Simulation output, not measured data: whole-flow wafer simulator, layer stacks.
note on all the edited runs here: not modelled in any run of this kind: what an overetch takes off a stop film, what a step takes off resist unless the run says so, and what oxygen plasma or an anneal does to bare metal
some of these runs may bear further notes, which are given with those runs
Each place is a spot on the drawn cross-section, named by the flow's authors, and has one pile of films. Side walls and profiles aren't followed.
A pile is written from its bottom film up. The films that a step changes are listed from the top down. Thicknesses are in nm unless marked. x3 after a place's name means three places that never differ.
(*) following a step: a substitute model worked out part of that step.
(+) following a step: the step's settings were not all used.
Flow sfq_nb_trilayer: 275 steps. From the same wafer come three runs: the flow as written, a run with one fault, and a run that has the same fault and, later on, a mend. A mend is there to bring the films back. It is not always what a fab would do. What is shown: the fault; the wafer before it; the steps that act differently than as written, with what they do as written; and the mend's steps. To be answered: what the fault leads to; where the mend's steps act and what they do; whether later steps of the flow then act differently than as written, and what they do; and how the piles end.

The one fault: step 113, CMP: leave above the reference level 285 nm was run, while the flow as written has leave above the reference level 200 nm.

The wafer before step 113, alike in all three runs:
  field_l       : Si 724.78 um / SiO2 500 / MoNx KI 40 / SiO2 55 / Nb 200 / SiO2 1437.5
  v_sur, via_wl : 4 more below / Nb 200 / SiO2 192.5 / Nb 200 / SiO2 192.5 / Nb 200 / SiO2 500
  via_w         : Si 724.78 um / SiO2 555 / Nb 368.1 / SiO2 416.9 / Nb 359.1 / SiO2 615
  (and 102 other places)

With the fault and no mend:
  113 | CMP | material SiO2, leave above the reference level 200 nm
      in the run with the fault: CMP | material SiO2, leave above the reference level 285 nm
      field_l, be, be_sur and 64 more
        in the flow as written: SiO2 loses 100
        in the run with the fault: SiO2 loses 15
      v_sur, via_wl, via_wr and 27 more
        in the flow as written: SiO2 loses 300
        in the run with the fault: SiO2 loses 215
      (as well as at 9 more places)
  Steps later in the flow that act otherwise than as written (not shown: 4 more steps that differ only slightly, by at most 2% or 0.5 nm, whichever is larger):
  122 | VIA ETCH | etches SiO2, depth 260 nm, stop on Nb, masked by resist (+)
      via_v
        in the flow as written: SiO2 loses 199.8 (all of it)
        in the run with the fault: SiO2 loses 260
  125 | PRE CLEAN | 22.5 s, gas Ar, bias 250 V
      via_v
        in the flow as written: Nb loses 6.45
        in the run with the fault: SiO2 loses 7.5
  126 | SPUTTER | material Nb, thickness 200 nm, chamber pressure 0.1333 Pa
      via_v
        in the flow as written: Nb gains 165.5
        in the run with the fault: Nb gains 152.6 (new film)
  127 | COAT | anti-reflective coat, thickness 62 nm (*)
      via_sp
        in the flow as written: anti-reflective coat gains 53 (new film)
        in the run with the fault: anti-reflective coat gains 50.1 (new film)
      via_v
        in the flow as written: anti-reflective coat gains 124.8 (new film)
        in the run with the fault: anti-reflective coat gains 128.6 (new film)
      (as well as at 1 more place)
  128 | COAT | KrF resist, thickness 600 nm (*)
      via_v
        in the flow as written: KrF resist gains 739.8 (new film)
        in the run with the fault: KrF resist gains 797.5 (new film)
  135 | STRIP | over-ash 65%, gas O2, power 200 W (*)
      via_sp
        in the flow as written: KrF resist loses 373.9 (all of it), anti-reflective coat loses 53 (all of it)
        in the run with the fault: KrF resist loses 369.8 (all of it), anti-reflective coat loses 50.1 (all of it)
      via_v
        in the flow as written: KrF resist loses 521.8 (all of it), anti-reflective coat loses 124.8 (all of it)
        in the run with the fault: KrF resist loses 579.3 (all of it), anti-reflective coat loses 128.6 (all of it)
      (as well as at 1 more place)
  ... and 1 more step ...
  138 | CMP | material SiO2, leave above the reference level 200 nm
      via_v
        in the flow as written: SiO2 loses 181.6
        in the run with the fault: SiO2 loses 157.1
  By the end, the piles at field_l, v_sur, via_wl and 103 more depart from the flow's by more than 2% or 0.5 nm, whichever is larger.
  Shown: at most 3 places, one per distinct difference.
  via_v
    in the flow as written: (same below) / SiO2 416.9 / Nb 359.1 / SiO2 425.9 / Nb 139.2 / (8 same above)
    in the run with the fault: (same below) / SiO2 416.9 / Nb 200 / SiO2 17.3 / Nb 152.6 / SiO2 500.1 / Nb 139.2 / (8 same above)
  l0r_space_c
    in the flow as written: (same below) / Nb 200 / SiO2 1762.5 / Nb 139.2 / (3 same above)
    in the run with the fault: (same below) / Nb 200 / SiO2 1847.5 / Nb 139.2 / (3 same above)
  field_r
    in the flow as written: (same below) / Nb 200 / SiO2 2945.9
    in the run with the fault: (same below) / Nb 200 / SiO2 3030.9

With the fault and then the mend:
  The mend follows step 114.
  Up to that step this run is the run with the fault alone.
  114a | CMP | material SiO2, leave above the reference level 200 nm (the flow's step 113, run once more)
      field_l, v_sur, via_wl and 103 more
        SiO2 loses 85
  Every later step of the flow that is run acts as written at every place that is followed.
  By the end, the piles equal the flow's at every place that both follow.
